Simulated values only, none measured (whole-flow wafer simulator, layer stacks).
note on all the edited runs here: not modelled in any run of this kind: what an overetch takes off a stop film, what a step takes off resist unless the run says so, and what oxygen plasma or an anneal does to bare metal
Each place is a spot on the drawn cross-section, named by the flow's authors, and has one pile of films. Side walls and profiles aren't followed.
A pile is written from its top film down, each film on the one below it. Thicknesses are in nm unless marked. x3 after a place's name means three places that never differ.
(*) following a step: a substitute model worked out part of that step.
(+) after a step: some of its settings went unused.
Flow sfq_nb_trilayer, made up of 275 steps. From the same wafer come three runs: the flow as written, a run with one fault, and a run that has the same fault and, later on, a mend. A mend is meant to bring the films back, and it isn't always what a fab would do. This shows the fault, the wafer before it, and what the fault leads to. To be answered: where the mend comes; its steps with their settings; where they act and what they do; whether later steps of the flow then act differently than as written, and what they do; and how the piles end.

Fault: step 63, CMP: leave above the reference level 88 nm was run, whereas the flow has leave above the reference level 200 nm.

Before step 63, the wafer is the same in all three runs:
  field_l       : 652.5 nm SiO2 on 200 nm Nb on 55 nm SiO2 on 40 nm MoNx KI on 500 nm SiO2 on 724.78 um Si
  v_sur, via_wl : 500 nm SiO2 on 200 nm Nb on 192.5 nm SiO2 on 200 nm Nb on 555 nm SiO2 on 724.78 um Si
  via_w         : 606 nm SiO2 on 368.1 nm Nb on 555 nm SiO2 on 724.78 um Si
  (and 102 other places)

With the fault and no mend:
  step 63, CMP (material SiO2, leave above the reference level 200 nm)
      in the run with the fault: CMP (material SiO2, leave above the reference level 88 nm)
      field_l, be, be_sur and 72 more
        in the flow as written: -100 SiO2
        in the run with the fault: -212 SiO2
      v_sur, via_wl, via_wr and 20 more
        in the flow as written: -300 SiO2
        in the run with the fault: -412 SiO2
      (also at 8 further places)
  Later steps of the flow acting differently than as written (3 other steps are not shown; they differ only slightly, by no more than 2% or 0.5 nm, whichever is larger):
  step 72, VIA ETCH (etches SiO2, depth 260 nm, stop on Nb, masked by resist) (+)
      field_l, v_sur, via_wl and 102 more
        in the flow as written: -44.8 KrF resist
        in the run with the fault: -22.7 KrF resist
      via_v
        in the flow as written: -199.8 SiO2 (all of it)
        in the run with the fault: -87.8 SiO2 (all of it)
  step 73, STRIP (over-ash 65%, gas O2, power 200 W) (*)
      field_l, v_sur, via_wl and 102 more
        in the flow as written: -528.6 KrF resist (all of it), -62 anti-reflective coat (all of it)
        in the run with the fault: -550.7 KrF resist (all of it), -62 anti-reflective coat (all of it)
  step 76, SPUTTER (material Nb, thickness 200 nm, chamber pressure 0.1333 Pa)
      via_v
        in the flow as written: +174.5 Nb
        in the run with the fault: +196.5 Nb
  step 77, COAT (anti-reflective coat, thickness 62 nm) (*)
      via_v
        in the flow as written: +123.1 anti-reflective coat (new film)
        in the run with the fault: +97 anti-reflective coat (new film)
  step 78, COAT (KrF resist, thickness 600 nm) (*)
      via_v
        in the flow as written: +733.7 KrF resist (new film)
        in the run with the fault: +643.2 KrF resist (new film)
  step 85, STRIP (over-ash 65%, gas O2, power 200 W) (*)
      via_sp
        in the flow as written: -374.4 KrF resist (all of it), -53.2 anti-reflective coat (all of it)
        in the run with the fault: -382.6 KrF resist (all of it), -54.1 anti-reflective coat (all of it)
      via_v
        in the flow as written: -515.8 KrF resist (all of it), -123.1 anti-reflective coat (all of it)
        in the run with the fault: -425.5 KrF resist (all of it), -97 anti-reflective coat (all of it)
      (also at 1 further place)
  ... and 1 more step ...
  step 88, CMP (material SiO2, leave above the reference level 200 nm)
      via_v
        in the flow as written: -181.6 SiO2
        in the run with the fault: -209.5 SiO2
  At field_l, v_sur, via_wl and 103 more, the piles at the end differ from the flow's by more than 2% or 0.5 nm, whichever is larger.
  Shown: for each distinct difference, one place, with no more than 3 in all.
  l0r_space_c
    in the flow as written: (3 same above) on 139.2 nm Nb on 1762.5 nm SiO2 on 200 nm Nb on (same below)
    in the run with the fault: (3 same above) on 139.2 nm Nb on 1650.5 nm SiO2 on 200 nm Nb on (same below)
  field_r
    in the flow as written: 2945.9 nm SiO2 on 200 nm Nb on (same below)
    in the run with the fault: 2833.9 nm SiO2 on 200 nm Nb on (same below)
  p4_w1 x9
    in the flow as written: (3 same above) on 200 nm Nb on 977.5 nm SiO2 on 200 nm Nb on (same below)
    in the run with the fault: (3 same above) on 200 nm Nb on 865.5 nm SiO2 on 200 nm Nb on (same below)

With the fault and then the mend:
  After step 64 comes the mend.
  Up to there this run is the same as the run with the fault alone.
  step 64a, PECVD (material SiO2, thickness 112 nm, 150 C, 24.89 s, RF power 183.3 W, pressure 2.4 Torr, precursor SiH4/N2O) (the flow's step 62 again, with other settings)
      field_l, v_sur, via_wl and 103 more
        +112 SiO2
  Later steps of the flow that are run all act as written at every place that is followed.
  At every place that both follow, the piles at the end match the flow's.
